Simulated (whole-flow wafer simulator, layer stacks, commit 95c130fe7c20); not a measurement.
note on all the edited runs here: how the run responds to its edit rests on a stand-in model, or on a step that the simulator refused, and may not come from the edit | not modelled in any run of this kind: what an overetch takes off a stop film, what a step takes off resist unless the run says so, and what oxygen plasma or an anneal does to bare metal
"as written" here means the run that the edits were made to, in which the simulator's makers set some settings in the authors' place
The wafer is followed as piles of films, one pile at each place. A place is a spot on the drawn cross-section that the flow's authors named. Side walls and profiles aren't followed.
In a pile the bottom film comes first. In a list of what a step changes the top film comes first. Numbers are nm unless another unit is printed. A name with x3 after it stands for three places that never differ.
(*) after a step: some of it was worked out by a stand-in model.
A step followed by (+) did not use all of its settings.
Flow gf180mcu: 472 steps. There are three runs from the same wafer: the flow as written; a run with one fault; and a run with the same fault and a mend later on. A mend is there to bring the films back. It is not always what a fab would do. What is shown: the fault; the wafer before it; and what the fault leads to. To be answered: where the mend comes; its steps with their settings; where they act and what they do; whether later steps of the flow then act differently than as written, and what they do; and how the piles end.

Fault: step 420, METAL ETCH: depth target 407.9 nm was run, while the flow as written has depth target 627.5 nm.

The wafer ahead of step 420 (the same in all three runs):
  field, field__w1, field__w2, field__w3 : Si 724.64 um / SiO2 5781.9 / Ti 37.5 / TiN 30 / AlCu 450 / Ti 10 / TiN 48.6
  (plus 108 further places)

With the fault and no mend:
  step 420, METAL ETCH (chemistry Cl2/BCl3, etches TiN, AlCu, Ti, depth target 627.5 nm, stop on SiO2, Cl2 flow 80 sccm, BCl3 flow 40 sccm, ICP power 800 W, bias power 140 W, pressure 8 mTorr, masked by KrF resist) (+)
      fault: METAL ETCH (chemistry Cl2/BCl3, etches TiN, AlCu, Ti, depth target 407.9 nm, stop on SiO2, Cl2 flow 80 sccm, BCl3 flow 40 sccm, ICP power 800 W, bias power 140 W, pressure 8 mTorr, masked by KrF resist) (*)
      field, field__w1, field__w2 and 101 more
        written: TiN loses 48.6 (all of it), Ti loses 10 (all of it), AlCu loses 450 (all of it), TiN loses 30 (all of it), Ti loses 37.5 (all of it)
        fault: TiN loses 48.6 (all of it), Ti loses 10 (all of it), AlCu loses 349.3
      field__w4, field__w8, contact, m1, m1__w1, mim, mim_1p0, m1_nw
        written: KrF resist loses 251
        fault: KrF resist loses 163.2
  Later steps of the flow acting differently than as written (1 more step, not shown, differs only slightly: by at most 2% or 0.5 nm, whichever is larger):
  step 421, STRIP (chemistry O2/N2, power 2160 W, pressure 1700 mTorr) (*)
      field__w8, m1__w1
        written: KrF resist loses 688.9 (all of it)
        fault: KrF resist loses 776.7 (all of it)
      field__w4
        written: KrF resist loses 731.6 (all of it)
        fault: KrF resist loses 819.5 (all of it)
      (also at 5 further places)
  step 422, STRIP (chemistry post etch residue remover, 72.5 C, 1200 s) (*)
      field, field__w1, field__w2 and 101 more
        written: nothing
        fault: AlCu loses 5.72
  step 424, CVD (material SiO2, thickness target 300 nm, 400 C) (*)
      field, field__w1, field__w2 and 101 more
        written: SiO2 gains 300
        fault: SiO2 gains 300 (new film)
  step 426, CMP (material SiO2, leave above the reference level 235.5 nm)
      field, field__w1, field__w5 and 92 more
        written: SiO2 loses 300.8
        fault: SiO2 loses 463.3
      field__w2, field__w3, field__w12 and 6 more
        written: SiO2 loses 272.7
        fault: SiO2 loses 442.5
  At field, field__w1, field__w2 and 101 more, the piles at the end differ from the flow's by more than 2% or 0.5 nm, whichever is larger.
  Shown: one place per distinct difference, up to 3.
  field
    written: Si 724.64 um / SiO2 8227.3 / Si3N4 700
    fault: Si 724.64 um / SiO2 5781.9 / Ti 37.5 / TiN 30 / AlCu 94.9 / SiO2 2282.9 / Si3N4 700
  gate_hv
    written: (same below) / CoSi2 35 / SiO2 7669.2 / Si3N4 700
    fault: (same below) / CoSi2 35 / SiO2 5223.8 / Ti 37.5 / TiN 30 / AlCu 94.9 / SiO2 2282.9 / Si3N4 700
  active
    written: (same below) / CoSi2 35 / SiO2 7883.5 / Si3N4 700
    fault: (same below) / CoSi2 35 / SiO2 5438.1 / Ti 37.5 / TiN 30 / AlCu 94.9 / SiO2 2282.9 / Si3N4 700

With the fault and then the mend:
  After step 420 comes the mend.
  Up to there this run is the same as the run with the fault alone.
  step 420a, METAL ETCH (chemistry Cl2/BCl3, etches TiN, AlCu, Ti, depth target 219.6 nm, stop on SiO2, Cl2 flow 80 sccm, BCl3 flow 40 sccm, ICP power 800 W, bias power 140 W, pressure 8 mTorr, masked by KrF resist) (+) (a further turn of the flow's step 420, with different settings)
      field, field__w1, field__w2 and 101 more
        AlCu loses 100.7 (all of it), TiN loses 30 (all of it), Ti loses 37.5 (all of it)
      field__w4, field__w8, contact, m1, m1__w1, mim, mim_1p0, m1_nw
        KrF resist loses 87.8
  None of the later steps of the flow acts differently than as written at any place that is followed.
  The piles end the same as the flow's at every place that both follow.
